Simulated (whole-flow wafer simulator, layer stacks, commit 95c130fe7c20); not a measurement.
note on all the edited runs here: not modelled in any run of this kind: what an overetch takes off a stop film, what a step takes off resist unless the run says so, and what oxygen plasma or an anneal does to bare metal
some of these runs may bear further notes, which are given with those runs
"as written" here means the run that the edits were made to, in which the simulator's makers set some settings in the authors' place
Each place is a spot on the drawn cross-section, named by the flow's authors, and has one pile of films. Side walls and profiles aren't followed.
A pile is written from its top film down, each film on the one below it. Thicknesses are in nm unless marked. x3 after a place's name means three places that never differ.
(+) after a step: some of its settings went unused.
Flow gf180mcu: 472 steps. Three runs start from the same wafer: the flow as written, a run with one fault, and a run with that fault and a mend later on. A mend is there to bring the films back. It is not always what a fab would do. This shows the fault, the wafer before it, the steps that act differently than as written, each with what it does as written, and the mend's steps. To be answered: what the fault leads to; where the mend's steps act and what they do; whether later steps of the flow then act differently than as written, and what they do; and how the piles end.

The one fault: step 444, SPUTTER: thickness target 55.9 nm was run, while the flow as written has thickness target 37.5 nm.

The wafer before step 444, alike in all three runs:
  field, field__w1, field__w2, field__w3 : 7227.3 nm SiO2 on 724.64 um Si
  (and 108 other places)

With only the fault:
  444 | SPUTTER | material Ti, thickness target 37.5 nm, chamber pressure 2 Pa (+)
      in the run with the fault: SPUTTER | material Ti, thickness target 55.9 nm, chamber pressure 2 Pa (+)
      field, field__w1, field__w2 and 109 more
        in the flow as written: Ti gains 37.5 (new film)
        in the run with the fault: Ti gains 55.9 (new film)
  Later steps of the flow acting differently than as written (4 other steps are not shown; they differ only slightly, by no more than 2% or 0.5 nm, whichever is larger):
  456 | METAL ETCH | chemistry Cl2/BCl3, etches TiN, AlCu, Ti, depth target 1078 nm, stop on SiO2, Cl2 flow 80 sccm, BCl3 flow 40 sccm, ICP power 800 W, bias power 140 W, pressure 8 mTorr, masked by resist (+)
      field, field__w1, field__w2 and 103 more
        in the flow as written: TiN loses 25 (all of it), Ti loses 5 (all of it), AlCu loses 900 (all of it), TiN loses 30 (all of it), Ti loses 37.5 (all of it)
        in the run with the fault: TiN loses 25 (all of it), Ti loses 5 (all of it), AlCu loses 900 (all of it), TiN loses 30 (all of it), Ti loses 55.9 (all of it)
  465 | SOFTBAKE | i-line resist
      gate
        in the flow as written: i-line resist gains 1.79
        in the run with the fault: i-line resist loses 0.22
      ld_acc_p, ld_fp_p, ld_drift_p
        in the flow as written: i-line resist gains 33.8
        in the run with the fault: i-line resist gains 27.7
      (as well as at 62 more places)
  By the end, the piles at field__w8, contact, m1, m1__w1, pad, m1_nw depart from the flow's by more than 2% or 0.5 nm, whichever is larger.
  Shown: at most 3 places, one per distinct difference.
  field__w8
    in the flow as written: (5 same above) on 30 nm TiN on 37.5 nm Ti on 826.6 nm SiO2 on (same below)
    in the run with the fault: (5 same above) on 30 nm TiN on 55.9 nm Ti on 826.6 nm SiO2 on (same below)
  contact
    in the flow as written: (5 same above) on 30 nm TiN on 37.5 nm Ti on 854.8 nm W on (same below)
    in the run with the fault: (5 same above) on 30 nm TiN on 55.9 nm Ti on 854.8 nm W on (same below)
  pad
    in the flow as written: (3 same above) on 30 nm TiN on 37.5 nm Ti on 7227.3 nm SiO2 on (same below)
    in the run with the fault: (3 same above) on 30 nm TiN on 55.9 nm Ti on 7227.3 nm SiO2 on (same below)

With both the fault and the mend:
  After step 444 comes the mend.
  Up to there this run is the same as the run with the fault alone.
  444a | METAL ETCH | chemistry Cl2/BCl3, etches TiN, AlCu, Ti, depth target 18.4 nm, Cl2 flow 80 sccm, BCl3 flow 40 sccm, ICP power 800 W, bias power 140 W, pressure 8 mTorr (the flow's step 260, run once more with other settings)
      field, field__w1, field__w2 and 109 more
        Ti loses 18.4
  None of the later steps of the flow acts differently than as written at any place that is followed.
  The piles end the same as the flow's at every place that both follow.
